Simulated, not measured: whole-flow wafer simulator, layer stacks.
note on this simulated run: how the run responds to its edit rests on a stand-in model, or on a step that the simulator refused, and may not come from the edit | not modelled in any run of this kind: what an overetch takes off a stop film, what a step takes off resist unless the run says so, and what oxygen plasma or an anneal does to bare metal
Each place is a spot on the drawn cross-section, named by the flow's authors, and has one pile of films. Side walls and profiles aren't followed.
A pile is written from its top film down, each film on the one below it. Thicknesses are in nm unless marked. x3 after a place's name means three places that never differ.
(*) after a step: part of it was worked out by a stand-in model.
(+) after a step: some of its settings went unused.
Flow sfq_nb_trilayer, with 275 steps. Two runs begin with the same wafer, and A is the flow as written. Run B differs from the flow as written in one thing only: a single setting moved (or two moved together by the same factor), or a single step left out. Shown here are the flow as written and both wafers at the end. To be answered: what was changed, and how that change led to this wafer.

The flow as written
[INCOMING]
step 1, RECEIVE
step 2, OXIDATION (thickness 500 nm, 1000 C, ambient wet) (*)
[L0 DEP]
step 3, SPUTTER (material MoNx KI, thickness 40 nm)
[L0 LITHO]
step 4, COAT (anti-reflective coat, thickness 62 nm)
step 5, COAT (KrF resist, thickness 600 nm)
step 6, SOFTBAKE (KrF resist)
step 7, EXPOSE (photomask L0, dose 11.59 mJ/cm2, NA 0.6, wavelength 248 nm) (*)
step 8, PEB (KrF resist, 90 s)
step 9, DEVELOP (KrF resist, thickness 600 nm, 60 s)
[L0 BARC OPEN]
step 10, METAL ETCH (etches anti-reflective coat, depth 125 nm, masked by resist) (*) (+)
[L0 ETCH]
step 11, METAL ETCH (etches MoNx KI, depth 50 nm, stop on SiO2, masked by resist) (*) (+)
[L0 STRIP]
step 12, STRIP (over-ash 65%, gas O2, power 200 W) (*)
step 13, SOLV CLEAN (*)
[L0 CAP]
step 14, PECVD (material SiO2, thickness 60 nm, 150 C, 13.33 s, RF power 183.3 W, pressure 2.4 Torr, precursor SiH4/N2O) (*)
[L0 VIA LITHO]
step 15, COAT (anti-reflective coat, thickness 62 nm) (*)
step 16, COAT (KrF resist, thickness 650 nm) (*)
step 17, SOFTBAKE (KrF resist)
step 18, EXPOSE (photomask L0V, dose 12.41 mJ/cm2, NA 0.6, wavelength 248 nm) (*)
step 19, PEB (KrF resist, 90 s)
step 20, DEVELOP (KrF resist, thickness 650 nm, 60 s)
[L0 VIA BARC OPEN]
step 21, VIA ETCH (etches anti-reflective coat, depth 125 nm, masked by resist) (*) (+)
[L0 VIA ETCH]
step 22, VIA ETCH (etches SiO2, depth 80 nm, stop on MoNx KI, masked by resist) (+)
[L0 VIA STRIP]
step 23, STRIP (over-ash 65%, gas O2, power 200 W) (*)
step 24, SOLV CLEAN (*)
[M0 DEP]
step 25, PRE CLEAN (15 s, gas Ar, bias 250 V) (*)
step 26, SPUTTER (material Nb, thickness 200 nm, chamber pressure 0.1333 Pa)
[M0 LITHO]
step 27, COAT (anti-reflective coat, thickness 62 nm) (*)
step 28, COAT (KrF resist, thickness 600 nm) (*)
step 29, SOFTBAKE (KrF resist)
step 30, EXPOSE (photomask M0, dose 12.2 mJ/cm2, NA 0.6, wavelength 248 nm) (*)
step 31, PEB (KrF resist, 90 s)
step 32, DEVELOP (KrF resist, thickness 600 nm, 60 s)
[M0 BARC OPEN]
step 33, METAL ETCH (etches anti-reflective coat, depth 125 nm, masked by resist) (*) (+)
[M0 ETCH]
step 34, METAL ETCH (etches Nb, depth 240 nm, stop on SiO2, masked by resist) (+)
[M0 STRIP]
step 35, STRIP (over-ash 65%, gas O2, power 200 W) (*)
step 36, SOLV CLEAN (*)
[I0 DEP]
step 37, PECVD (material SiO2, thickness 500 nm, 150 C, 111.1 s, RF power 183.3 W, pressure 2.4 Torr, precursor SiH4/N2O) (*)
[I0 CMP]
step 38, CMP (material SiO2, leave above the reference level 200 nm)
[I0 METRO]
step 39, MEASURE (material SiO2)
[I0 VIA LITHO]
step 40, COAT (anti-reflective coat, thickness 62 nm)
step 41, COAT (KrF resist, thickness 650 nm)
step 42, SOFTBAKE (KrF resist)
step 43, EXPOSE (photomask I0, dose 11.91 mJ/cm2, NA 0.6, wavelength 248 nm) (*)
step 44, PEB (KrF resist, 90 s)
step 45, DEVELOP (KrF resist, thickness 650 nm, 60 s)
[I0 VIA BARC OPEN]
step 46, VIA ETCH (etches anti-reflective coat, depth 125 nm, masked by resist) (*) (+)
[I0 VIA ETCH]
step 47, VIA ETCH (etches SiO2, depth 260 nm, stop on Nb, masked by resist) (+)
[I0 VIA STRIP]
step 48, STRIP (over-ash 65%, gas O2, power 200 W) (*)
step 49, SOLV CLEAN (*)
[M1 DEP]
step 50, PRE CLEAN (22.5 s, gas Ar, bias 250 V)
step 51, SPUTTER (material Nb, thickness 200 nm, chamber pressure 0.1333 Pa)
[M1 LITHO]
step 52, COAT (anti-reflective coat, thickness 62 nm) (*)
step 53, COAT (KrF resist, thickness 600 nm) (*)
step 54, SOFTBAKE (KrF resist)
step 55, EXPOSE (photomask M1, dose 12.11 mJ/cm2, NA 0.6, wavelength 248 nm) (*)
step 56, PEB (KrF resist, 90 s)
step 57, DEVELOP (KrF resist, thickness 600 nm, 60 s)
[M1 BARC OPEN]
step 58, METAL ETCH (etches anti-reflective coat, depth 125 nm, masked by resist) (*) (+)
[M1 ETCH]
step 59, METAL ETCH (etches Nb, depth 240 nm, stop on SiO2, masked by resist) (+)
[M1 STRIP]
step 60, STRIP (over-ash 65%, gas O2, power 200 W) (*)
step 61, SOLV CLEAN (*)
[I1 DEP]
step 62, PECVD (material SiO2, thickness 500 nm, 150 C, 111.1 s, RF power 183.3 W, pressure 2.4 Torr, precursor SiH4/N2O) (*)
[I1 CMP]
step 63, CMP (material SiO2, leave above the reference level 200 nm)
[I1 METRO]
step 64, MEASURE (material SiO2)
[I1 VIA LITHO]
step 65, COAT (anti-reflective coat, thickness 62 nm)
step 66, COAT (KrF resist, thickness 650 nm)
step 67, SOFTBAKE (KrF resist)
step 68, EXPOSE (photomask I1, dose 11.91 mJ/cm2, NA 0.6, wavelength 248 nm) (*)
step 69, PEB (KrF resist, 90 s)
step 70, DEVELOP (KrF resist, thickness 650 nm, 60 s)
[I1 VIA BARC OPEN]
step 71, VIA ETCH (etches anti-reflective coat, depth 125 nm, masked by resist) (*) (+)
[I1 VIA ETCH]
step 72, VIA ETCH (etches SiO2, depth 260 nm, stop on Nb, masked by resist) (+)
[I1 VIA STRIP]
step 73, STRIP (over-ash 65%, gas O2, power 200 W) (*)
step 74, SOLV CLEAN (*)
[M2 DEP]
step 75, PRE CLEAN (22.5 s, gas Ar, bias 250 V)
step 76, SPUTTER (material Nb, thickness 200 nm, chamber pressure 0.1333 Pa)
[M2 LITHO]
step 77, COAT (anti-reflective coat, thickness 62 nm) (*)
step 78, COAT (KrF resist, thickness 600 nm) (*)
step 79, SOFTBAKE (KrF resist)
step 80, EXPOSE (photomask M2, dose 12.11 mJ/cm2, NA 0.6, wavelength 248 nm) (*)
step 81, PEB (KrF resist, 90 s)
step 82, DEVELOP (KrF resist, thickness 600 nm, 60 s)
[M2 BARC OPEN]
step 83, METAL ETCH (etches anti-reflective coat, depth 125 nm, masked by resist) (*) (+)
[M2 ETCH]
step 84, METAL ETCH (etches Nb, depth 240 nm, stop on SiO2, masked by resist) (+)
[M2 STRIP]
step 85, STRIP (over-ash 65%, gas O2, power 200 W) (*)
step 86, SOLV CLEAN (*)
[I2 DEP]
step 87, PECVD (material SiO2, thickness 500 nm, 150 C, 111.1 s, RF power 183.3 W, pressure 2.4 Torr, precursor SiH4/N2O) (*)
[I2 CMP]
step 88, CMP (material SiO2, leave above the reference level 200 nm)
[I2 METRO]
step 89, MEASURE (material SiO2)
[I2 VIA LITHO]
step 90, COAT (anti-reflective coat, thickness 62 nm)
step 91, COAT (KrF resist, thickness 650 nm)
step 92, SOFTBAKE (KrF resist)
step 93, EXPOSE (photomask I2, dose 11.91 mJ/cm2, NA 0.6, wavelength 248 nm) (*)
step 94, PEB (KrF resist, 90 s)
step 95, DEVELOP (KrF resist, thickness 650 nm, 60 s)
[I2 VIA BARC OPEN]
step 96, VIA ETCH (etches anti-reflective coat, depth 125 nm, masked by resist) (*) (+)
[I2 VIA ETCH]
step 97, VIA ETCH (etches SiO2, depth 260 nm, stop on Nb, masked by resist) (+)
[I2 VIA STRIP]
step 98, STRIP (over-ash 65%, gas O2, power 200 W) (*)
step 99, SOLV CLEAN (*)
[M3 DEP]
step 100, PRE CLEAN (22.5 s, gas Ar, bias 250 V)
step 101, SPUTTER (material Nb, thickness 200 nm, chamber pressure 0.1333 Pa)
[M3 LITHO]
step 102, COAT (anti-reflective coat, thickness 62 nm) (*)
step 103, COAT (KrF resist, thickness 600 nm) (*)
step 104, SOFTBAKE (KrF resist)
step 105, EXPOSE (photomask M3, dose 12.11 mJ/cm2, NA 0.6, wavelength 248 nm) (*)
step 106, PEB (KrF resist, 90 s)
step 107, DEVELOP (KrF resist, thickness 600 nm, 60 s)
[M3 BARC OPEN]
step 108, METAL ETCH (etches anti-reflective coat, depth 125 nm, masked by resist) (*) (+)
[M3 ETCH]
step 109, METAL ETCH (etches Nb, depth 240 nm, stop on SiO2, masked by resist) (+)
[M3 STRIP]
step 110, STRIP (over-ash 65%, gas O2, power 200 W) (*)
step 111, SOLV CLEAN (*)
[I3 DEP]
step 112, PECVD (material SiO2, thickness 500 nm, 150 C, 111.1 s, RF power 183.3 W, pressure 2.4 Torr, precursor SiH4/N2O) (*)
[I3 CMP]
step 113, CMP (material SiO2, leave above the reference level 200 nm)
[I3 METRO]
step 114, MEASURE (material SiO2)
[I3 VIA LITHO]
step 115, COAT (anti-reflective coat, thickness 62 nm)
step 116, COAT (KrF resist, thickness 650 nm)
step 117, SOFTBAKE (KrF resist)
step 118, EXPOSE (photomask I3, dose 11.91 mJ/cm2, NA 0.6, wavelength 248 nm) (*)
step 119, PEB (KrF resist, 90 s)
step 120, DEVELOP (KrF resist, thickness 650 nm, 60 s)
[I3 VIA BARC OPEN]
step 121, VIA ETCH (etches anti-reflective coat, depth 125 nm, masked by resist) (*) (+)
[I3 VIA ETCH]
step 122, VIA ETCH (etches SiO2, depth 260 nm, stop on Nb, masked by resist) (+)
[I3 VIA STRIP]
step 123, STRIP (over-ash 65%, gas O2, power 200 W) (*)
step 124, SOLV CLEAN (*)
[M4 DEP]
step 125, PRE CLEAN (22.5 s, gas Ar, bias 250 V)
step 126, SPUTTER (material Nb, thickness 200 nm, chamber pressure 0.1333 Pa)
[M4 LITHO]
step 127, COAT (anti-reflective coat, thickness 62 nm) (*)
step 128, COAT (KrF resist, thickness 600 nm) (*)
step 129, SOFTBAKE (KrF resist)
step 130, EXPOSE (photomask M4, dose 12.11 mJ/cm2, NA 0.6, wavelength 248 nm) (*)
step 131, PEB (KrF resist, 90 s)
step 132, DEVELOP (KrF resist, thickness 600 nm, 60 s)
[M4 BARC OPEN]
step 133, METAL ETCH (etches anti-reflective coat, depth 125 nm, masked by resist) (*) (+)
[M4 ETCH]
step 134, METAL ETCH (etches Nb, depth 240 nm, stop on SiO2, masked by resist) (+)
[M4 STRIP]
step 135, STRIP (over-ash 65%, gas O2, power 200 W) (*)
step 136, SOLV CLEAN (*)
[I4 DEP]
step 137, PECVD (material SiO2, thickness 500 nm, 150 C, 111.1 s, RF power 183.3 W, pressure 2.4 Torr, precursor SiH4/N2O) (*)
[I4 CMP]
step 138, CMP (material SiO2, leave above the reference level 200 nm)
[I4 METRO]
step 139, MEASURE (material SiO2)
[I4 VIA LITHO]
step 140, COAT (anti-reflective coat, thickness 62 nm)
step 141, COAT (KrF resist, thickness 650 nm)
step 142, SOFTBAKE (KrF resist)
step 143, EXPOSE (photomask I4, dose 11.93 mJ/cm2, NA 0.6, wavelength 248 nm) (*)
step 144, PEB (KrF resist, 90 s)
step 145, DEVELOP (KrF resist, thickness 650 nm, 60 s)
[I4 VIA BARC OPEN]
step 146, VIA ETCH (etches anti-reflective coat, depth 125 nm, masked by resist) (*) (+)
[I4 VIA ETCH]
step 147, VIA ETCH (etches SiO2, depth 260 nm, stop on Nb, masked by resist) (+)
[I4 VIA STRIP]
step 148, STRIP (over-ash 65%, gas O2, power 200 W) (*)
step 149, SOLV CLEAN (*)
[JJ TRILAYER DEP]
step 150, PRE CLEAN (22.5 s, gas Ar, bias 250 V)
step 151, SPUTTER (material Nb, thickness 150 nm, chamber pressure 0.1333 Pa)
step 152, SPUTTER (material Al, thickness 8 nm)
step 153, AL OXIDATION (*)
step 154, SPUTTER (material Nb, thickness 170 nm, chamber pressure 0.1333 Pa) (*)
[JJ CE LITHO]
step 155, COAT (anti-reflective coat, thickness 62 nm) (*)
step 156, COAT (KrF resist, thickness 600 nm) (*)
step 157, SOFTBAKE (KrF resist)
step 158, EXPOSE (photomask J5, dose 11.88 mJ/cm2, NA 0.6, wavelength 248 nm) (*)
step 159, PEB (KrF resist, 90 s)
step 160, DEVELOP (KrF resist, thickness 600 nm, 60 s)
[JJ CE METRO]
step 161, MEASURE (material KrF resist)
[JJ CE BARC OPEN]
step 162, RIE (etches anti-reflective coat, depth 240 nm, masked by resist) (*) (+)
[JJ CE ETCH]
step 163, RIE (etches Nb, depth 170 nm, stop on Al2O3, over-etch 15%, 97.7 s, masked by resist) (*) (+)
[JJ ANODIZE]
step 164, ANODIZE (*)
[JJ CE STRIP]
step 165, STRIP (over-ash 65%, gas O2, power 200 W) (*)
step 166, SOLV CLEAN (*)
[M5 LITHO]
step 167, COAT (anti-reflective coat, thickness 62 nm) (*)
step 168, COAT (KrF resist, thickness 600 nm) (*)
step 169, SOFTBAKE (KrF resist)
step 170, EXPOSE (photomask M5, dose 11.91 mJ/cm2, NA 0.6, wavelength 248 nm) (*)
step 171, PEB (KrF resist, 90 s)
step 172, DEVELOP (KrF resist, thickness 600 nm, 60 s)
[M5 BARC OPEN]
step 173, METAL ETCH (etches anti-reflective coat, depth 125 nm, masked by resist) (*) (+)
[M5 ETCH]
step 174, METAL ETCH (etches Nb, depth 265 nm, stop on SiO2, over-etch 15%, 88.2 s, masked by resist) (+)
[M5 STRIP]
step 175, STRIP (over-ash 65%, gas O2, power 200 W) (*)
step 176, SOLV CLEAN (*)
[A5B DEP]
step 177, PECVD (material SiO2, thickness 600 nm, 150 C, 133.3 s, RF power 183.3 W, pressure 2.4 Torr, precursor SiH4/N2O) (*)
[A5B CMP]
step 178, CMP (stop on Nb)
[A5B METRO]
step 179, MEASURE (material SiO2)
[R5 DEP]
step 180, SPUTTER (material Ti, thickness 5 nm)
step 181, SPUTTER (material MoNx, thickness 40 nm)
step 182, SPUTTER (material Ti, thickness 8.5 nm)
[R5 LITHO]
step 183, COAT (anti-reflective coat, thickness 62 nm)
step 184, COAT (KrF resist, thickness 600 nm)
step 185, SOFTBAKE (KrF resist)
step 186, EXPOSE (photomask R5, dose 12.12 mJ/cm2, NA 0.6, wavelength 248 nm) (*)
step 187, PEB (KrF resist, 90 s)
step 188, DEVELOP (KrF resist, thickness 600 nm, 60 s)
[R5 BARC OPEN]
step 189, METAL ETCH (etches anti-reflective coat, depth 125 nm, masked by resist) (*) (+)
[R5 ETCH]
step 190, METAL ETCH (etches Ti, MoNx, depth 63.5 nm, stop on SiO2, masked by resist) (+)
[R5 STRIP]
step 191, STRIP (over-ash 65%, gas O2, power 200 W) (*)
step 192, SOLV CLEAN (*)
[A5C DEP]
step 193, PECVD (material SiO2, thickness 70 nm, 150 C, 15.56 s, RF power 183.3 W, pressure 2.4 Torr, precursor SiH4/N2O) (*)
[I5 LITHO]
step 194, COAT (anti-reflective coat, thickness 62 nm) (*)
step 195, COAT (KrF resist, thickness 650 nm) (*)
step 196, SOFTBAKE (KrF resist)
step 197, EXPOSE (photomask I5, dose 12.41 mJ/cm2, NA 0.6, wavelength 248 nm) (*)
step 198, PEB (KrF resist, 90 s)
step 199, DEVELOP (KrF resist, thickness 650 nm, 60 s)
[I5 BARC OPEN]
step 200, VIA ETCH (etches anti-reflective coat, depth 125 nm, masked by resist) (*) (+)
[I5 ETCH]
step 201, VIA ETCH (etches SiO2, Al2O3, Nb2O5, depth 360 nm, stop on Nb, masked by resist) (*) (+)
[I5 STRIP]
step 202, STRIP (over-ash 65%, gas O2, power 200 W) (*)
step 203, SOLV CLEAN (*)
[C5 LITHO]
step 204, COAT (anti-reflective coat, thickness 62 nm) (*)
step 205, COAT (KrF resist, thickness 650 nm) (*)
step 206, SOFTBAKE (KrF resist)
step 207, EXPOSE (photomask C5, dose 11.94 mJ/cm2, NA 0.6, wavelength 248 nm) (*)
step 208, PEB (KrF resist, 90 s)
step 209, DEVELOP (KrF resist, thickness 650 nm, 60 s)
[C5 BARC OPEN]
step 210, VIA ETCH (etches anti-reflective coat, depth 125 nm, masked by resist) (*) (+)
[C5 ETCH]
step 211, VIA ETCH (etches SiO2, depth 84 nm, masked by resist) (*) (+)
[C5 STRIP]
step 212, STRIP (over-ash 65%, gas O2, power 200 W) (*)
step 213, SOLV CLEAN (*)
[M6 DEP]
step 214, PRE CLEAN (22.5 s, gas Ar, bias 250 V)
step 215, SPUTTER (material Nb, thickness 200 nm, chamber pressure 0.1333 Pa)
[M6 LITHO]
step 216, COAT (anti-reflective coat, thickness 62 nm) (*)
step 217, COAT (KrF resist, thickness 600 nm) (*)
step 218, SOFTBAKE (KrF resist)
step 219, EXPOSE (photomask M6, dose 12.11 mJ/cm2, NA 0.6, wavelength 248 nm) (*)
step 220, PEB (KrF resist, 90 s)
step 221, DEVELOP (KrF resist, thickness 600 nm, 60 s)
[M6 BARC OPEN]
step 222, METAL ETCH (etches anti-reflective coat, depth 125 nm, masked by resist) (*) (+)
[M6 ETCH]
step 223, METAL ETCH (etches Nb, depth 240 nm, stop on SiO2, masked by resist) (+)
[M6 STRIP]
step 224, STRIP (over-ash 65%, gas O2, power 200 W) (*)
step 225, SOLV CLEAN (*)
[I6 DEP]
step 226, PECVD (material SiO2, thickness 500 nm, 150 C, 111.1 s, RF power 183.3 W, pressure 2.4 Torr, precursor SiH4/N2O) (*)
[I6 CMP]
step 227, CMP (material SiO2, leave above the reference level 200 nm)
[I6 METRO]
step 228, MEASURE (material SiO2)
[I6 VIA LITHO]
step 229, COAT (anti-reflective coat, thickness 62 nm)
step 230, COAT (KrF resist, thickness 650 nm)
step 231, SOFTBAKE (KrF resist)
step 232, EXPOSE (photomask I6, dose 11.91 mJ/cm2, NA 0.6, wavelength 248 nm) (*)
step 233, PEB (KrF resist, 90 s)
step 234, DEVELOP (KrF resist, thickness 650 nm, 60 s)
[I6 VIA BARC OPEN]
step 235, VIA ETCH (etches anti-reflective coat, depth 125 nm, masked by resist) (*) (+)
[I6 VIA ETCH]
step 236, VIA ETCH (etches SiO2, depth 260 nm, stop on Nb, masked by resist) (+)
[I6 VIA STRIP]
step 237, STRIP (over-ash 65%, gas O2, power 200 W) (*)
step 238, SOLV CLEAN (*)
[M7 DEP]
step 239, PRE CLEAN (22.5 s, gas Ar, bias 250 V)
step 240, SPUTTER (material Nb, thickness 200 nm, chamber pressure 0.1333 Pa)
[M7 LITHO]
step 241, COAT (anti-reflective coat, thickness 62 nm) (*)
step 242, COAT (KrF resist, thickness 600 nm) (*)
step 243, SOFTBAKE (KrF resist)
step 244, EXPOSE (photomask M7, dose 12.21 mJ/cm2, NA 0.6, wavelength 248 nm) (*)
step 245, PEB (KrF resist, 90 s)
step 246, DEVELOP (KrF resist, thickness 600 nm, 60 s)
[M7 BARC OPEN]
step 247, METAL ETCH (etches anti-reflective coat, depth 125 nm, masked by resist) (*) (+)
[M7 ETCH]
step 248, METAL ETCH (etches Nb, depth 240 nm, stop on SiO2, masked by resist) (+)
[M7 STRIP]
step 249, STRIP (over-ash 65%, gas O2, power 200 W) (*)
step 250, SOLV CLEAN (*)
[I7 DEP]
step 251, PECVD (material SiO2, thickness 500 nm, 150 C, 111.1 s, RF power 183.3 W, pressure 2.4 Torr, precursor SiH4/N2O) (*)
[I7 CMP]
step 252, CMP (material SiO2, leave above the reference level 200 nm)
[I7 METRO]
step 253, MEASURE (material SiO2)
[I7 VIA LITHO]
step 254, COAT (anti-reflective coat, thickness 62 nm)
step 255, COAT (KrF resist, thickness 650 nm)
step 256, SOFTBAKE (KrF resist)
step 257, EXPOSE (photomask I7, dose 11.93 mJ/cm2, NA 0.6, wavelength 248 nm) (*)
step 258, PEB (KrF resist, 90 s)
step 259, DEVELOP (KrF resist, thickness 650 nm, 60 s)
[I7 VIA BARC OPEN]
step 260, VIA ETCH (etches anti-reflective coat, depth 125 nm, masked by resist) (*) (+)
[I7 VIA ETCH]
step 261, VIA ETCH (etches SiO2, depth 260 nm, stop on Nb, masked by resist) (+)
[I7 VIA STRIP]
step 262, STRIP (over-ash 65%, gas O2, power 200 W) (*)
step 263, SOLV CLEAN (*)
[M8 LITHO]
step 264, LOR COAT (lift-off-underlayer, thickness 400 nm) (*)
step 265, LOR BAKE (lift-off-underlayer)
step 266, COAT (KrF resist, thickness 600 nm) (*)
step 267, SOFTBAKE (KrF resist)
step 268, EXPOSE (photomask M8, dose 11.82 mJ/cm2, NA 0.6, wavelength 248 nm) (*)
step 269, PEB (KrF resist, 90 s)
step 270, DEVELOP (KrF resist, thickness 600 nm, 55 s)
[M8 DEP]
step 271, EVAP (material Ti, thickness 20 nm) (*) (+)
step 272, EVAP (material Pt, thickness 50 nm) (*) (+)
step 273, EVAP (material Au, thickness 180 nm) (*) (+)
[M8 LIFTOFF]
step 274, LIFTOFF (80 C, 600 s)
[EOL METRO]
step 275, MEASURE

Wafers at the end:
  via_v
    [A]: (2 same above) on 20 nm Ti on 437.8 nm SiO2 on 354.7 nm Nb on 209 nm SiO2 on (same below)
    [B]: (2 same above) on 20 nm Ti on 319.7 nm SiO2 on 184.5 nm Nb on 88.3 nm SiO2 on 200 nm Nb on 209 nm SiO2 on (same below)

What caused this: step 236, VIA ETCH: depth 104 nm was run, though the flow has depth 260 nm.

How this came from the change, step by step:
  step 236, VIA ETCH (etches SiO2, depth 260 nm, stop on Nb, masked by resist) (+)
      via_v: A SiO2 loses 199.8 (all of it) | B SiO2 loses 104
      field_l, v_sur, via_wl and 102 more: A KrF resist loses 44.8 | B KrF resist loses 17.9
  step 237, STRIP (over-ash 65%, gas O2, power 200 W) (*)
      field_l, v_sur, via_wl and 102 more: A KrF resist loses 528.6 (all of it), anti-reflective coat loses 62 (all of it) | B KrF resist loses 555.5 (all of it), anti-reflective coat loses 62 (all of it)
  step 239, PRE CLEAN (22.5 s, gas Ar, bias 250 V)
      via_v: A Nb loses 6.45 | B SiO2 loses 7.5
  step 240, SPUTTER (material Nb, thickness 200 nm, chamber pressure 0.1333 Pa)
      via_v: A Nb gains 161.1 | B Nb gains 184.5 (new film)
  step 241, COAT (anti-reflective coat, thickness 62 nm) (*)
      via_sp: A anti-reflective coat gains 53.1 (new film) | B anti-reflective coat gains 51.6 (new film)
      via_v: A anti-reflective coat gains 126 (new film) | B anti-reflective coat gains 108.9 (new film)
      (and at 1 other place as well)
  step 242, COAT (KrF resist, thickness 600 nm) (*)
      via_v: A KrF resist gains 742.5 (new film) | B KrF resist gains 656.8 (new film)
  step 249, STRIP (over-ash 65%, gas O2, power 200 W) (*)
      via_sp: A KrF resist loses 373.6 (all of it), anti-reflective coat loses 53.1 (all of it) | B KrF resist loses 382.7 (all of it), anti-reflective coat loses 51.6 (all of it)
      via_v: A KrF resist loses 524.5 (all of it), anti-reflective coat loses 126 (all of it) | B KrF resist loses 439 (all of it), anti-reflective coat loses 108.9 (all of it)
      (and at 1 other place as well)
  step 251, PECVD (material SiO2, thickness 500 nm, 150 C, 111.1 s, RF power 183.3 W, pressure 2.4 Torr, precursor SiH4/N2O) (*)
      via_v: A SiO2 gains 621 (new film) | B SiO2 gains 500 (new film)
If metal films that touch count as one body, via_v has 7 bodies (between them, from the top down: SiO2 319.7; SiO2 88.3; SiO2 209 / Al2O3 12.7 / Nb2O5 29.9; SiO2 425.9; SiO2 416.9; SiO2 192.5); the flow as written gives 6 bodies (between them, from the top down: SiO2 437.8; SiO2 209 / Al2O3 12.7 / Nb2O5 29.9; SiO2 425.9; SiO2 416.9; SiO2 192.5).
